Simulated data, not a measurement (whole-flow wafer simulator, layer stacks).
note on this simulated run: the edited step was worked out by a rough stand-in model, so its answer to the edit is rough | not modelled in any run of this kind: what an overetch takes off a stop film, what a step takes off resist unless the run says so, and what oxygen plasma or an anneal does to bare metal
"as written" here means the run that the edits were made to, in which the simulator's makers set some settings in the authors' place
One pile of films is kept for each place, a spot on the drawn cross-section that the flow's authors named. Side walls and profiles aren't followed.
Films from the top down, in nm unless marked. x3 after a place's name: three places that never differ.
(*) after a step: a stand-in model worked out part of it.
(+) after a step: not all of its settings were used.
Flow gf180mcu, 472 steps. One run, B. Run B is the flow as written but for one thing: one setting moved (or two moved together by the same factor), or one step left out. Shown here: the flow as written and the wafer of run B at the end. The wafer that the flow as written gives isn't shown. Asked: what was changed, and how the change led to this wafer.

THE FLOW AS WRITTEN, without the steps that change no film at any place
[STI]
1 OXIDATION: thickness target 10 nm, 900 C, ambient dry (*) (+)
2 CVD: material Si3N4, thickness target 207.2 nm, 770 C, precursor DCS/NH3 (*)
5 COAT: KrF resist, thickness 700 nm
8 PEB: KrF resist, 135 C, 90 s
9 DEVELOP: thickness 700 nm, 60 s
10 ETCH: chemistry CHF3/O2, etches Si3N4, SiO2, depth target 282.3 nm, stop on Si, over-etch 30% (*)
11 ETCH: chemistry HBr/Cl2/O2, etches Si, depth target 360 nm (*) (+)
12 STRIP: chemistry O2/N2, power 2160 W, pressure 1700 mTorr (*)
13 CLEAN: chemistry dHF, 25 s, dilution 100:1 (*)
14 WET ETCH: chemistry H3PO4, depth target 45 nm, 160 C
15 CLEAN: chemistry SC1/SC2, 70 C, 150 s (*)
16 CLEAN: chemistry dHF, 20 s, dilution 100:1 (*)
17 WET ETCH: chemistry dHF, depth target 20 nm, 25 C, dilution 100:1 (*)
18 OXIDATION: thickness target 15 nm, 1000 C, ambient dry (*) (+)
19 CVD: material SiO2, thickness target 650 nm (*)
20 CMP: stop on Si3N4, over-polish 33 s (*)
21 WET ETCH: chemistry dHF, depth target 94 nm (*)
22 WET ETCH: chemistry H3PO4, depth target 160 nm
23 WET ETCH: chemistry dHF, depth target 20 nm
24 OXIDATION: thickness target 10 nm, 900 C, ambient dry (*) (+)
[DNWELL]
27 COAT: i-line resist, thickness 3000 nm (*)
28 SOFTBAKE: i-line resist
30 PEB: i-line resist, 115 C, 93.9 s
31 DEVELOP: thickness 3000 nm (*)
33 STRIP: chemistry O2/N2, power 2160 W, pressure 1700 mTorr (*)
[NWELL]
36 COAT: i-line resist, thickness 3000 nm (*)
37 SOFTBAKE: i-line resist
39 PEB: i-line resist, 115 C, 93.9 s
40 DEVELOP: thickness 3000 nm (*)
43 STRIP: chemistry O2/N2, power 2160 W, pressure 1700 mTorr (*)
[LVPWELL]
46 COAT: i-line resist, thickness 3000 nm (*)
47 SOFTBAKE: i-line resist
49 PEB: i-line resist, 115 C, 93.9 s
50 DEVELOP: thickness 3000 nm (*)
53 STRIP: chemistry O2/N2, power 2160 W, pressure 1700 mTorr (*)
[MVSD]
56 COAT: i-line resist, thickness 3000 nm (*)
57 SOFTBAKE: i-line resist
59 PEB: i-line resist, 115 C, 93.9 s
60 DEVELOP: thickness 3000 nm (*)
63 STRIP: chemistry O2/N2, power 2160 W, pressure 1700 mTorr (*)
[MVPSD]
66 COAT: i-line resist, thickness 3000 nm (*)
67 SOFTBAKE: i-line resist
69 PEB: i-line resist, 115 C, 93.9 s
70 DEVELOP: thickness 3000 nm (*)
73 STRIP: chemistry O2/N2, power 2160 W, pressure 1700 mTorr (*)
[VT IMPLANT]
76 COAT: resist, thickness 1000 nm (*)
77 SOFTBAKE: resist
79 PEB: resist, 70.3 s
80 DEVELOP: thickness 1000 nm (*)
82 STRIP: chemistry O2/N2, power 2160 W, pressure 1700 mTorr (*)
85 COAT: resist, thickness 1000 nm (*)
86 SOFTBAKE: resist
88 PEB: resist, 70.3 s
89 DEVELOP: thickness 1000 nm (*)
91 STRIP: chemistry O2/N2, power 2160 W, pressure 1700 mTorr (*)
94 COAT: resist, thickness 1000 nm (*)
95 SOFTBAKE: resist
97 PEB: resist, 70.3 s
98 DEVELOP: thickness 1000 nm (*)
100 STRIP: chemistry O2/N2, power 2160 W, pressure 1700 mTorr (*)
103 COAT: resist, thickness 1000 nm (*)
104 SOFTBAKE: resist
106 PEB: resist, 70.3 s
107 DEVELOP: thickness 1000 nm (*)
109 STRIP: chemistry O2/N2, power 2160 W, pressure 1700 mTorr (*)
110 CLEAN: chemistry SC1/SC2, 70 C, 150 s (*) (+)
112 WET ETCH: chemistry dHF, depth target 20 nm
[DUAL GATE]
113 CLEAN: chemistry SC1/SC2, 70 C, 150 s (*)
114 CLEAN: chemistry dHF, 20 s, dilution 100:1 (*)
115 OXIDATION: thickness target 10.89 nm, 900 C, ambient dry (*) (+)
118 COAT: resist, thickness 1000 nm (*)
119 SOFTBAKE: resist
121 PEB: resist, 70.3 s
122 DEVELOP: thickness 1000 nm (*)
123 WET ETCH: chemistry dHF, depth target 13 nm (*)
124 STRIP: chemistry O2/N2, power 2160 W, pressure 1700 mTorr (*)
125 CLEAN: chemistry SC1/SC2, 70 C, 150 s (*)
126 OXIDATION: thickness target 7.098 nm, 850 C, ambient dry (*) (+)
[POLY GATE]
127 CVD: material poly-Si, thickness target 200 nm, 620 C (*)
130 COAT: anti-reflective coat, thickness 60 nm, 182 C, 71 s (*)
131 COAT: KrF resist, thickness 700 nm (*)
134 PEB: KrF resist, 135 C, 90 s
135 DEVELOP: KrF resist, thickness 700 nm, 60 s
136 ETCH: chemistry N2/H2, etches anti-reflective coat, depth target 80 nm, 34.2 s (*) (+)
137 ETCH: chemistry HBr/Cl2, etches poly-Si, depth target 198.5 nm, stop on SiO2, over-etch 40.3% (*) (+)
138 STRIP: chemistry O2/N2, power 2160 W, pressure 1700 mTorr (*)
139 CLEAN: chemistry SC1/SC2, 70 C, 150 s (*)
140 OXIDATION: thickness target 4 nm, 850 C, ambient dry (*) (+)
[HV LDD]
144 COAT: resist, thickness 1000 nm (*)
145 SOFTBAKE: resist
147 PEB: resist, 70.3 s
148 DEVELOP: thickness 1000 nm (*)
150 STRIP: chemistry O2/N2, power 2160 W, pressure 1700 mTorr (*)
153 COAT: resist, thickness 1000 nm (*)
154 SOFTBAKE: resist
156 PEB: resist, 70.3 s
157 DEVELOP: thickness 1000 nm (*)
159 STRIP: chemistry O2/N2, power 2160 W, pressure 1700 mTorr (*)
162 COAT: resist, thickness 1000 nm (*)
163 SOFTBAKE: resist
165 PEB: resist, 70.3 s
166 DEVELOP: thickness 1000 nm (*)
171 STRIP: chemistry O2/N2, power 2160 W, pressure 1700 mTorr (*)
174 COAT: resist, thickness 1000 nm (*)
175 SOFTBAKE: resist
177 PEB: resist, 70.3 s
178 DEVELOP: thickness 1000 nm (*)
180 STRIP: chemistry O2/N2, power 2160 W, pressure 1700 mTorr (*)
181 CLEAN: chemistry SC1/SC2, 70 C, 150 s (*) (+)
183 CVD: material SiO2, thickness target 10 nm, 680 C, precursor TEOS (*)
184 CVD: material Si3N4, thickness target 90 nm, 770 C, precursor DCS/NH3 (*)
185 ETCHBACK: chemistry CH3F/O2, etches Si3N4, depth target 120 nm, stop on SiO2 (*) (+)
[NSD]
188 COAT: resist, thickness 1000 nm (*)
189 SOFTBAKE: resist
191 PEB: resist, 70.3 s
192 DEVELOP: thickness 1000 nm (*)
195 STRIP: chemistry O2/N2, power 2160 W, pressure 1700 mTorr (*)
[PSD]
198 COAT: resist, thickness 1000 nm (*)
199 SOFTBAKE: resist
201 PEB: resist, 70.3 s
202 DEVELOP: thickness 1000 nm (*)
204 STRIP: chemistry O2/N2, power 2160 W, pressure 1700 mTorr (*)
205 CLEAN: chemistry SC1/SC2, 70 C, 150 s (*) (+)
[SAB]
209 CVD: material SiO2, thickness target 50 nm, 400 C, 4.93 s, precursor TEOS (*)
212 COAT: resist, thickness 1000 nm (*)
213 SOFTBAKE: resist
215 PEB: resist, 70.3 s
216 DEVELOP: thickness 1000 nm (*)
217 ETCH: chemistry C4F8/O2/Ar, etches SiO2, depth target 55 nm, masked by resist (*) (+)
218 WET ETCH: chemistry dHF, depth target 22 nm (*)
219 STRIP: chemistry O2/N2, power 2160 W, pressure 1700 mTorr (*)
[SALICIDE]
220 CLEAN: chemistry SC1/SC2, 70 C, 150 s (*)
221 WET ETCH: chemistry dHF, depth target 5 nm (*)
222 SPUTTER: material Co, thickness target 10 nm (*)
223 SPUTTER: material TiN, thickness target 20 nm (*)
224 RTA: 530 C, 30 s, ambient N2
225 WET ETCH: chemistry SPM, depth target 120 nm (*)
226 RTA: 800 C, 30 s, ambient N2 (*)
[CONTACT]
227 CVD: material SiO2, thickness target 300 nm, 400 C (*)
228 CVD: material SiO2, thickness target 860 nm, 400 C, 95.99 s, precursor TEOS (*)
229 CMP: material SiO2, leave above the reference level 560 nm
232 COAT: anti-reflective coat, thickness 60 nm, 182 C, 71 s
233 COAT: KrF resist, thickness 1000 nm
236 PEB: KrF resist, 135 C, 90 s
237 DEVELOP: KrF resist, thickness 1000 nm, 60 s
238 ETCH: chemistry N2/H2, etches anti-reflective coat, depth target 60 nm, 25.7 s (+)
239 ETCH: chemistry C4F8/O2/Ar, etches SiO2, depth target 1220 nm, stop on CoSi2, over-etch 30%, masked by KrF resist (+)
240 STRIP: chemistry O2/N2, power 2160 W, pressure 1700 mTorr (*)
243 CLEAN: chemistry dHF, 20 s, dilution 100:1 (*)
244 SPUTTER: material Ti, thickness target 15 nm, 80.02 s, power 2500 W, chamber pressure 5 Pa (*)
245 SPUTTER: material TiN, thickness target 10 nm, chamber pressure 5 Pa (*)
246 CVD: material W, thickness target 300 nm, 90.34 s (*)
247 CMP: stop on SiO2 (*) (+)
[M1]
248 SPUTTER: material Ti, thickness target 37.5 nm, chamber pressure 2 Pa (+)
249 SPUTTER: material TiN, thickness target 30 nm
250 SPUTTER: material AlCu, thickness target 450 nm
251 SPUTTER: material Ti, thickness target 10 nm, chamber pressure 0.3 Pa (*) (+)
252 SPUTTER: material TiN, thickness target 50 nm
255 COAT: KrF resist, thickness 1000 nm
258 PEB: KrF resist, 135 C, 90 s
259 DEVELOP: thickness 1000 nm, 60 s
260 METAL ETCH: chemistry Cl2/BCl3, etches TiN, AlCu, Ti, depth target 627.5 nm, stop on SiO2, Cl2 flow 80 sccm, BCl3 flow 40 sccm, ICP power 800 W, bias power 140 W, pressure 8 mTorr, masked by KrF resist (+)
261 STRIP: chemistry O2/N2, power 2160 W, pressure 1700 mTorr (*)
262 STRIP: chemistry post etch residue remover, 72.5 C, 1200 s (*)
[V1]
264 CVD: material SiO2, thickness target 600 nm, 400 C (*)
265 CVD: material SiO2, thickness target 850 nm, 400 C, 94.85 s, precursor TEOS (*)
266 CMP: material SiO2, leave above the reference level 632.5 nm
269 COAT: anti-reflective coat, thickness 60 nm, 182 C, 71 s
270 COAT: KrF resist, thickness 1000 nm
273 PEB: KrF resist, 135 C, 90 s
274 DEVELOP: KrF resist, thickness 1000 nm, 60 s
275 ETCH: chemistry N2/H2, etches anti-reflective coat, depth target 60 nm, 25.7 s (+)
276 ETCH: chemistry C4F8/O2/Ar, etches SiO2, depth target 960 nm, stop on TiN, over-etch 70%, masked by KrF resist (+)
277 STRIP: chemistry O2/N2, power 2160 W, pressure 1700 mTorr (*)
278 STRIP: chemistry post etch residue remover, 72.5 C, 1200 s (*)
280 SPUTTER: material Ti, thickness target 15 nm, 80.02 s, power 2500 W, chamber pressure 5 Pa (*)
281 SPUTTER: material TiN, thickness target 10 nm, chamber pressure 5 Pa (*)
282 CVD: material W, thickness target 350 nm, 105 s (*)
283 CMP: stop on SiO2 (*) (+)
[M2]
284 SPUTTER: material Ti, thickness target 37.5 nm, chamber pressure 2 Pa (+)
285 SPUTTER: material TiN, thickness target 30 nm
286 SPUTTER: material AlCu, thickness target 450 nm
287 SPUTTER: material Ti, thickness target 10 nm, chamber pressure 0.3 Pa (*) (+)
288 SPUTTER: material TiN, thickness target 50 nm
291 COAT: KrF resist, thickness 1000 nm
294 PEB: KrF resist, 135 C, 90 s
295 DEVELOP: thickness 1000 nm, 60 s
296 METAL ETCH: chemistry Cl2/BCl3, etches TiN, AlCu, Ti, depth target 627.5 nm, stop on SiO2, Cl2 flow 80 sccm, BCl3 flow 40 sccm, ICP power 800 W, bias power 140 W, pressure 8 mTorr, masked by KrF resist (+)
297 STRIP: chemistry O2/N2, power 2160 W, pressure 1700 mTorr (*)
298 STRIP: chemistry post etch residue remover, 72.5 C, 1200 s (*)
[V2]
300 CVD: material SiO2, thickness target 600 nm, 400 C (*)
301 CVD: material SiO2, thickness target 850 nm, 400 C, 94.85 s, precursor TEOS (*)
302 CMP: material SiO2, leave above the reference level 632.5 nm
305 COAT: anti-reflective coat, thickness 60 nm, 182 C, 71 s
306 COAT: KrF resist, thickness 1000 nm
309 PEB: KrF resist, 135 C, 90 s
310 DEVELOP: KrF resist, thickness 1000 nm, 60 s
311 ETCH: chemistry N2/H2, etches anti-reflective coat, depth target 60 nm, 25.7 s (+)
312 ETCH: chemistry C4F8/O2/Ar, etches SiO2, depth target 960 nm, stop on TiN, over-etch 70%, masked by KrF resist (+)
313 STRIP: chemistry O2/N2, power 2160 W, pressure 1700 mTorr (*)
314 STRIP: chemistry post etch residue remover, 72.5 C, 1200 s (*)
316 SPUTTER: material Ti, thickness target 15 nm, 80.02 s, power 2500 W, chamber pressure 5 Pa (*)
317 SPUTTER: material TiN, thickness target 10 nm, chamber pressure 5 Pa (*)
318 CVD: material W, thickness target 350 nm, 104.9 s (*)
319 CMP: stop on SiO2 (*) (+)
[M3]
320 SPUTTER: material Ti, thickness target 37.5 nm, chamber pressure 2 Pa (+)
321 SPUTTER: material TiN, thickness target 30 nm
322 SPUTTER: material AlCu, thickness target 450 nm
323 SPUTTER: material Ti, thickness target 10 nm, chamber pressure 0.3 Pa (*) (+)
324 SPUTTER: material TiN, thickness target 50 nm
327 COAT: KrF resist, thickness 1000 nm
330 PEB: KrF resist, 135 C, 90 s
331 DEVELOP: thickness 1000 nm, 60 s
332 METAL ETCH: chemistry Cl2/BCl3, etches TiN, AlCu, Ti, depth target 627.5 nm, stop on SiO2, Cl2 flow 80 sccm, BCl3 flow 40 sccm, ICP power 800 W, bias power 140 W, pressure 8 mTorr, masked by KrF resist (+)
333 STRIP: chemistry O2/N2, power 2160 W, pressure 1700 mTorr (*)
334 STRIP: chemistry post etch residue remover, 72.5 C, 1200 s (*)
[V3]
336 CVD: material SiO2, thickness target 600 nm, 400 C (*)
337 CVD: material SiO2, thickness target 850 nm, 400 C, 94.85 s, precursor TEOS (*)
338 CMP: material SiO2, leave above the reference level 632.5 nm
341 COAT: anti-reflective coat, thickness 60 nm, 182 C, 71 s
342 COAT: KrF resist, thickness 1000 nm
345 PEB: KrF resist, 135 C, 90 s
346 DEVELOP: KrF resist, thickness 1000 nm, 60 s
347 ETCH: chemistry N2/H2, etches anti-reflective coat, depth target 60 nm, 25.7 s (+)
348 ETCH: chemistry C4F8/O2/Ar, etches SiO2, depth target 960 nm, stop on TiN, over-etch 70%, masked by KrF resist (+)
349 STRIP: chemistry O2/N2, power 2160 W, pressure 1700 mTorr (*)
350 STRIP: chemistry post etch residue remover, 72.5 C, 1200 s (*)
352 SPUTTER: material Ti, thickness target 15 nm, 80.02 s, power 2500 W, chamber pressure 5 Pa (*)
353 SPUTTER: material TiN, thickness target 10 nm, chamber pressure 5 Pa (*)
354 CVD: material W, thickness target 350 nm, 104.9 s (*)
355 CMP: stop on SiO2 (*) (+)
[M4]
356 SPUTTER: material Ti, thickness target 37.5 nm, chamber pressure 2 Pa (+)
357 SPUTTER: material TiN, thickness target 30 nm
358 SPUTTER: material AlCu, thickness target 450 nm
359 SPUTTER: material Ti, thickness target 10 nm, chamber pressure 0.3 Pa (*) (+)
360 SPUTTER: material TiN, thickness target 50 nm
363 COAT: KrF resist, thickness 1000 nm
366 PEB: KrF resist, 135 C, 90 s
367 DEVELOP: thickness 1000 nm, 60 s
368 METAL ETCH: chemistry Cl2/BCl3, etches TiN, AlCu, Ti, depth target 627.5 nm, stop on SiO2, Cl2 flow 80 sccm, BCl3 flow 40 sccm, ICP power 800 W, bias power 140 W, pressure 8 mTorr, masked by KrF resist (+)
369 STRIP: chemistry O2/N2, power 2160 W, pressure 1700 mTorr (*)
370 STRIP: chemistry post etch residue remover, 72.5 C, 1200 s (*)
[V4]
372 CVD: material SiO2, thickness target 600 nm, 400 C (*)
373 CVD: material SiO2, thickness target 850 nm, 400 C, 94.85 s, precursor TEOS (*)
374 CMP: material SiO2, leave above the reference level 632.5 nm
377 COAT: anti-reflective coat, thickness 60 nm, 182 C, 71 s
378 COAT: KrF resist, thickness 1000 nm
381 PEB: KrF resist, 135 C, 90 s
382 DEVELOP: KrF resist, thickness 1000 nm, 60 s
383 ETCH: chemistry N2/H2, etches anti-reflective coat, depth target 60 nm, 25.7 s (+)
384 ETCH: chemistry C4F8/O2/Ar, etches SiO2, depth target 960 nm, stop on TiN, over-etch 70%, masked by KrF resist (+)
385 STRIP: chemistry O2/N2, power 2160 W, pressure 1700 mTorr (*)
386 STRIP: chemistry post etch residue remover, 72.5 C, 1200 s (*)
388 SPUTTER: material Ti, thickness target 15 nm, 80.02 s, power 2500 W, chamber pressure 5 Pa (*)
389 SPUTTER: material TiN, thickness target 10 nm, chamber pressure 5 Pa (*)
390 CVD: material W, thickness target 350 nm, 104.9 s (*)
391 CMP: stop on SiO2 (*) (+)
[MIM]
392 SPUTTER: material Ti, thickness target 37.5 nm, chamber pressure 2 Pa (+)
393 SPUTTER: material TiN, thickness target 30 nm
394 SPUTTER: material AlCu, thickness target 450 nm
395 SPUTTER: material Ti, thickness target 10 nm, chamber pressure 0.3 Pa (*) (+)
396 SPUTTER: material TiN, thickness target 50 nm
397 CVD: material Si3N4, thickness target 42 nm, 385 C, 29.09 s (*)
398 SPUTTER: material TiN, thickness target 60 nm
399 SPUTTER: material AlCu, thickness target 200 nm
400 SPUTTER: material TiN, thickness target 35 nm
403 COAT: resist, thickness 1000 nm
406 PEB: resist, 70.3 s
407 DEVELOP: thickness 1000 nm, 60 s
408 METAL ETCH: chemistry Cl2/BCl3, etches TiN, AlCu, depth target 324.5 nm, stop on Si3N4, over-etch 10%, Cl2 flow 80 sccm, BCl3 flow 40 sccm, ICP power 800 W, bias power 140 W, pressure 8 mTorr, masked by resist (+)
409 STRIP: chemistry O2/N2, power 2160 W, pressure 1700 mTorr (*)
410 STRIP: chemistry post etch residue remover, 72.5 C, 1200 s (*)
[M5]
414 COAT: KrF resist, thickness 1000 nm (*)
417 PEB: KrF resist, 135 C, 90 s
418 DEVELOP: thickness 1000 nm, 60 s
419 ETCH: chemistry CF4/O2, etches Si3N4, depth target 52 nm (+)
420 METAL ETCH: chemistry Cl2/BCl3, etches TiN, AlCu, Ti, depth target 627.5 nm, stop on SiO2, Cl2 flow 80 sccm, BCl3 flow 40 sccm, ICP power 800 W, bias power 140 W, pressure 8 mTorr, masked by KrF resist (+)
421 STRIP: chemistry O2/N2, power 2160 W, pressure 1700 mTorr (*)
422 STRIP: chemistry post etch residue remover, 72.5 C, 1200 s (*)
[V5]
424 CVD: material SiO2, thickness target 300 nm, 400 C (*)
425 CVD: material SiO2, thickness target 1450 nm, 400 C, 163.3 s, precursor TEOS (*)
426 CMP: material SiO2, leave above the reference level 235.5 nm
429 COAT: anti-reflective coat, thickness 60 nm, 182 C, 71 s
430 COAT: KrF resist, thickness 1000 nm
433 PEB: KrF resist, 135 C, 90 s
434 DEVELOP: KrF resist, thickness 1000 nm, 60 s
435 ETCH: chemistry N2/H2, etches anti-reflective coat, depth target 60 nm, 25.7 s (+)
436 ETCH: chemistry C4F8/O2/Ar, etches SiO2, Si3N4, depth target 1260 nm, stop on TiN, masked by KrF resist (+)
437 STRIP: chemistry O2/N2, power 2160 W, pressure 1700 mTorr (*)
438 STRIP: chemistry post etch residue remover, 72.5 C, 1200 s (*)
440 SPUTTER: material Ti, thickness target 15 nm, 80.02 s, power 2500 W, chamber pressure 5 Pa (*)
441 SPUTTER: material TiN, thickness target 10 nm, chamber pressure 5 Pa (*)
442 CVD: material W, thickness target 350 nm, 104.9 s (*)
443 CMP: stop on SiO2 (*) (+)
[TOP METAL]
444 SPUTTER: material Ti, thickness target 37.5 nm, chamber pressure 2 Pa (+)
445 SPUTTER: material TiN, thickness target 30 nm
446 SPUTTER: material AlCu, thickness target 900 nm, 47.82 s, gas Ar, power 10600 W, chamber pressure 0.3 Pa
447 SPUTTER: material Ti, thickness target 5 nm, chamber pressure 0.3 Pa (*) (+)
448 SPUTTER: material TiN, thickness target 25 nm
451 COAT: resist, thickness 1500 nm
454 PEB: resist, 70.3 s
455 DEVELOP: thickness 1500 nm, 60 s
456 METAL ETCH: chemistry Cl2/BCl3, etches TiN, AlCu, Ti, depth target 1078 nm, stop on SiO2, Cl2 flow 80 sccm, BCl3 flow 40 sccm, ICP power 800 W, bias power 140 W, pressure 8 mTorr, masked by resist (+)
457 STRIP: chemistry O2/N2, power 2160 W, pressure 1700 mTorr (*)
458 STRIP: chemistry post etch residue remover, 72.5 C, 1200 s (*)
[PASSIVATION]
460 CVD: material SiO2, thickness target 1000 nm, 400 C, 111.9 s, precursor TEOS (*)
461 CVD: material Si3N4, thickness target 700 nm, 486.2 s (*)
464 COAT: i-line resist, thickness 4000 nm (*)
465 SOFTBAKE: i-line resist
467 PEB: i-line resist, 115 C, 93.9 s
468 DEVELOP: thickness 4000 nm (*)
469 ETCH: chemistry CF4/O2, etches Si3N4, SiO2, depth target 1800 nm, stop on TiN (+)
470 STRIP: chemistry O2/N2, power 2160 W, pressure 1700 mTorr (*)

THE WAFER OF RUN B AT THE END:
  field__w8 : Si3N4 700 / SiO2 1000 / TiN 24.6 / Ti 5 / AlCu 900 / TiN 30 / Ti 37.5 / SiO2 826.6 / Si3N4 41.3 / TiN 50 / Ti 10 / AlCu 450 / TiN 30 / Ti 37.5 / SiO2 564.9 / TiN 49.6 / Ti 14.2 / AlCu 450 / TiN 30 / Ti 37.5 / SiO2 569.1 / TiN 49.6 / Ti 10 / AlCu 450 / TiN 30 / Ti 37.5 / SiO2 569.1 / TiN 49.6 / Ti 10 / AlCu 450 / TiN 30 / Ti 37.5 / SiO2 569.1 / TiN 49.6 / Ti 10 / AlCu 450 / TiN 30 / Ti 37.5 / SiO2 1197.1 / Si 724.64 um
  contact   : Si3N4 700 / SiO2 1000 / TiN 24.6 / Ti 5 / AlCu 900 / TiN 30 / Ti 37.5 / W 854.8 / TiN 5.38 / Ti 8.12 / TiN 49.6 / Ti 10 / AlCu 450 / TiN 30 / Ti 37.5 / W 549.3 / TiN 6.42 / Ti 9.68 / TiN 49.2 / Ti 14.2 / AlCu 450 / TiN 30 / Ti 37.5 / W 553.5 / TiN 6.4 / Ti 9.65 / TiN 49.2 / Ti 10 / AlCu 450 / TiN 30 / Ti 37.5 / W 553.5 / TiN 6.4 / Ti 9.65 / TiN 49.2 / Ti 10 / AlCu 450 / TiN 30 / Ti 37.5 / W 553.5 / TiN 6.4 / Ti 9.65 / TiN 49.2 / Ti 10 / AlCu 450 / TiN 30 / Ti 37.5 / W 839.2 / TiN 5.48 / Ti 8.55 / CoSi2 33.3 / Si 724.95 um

The cause: step 359, SPUTTER: thickness target 14.2 nm was run, where the flow has thickness target 10 nm.
It can be read off the wafer: field__w8 has Ti 14.2, and step 359 as written asks for 10 nm.

How the change led to this, step by step:
  359 SPUTTER: material Ti, thickness target 10 nm, chamber pressure 0.3 Pa (*) (+)
      field, field__w1, field__w2 and 108 more: Ti +14.2 (new film) (as written it would be: Ti +10 (new film))
  368 METAL ETCH: chemistry Cl2/BCl3, etches TiN, AlCu, Ti, depth target 627.5 nm, stop on SiO2, Cl2 flow 80 sccm, BCl3 flow 40 sccm, ICP power 800 W, bias power 140 W, pressure 8 mTorr, masked by KrF resist (+)
      field, field__w1, field__w2 and 103 more: TiN -50 (all of it), Ti -14.2 (all of it), AlCu -450 (all of it), TiN -30 (all of it), Ti -37.5 (all of it) (as written it would be: TiN -50 (all of it), Ti -10 (all of it), AlCu -450 (all of it), TiN -30 (all of it), Ti -37.5 (all of it))
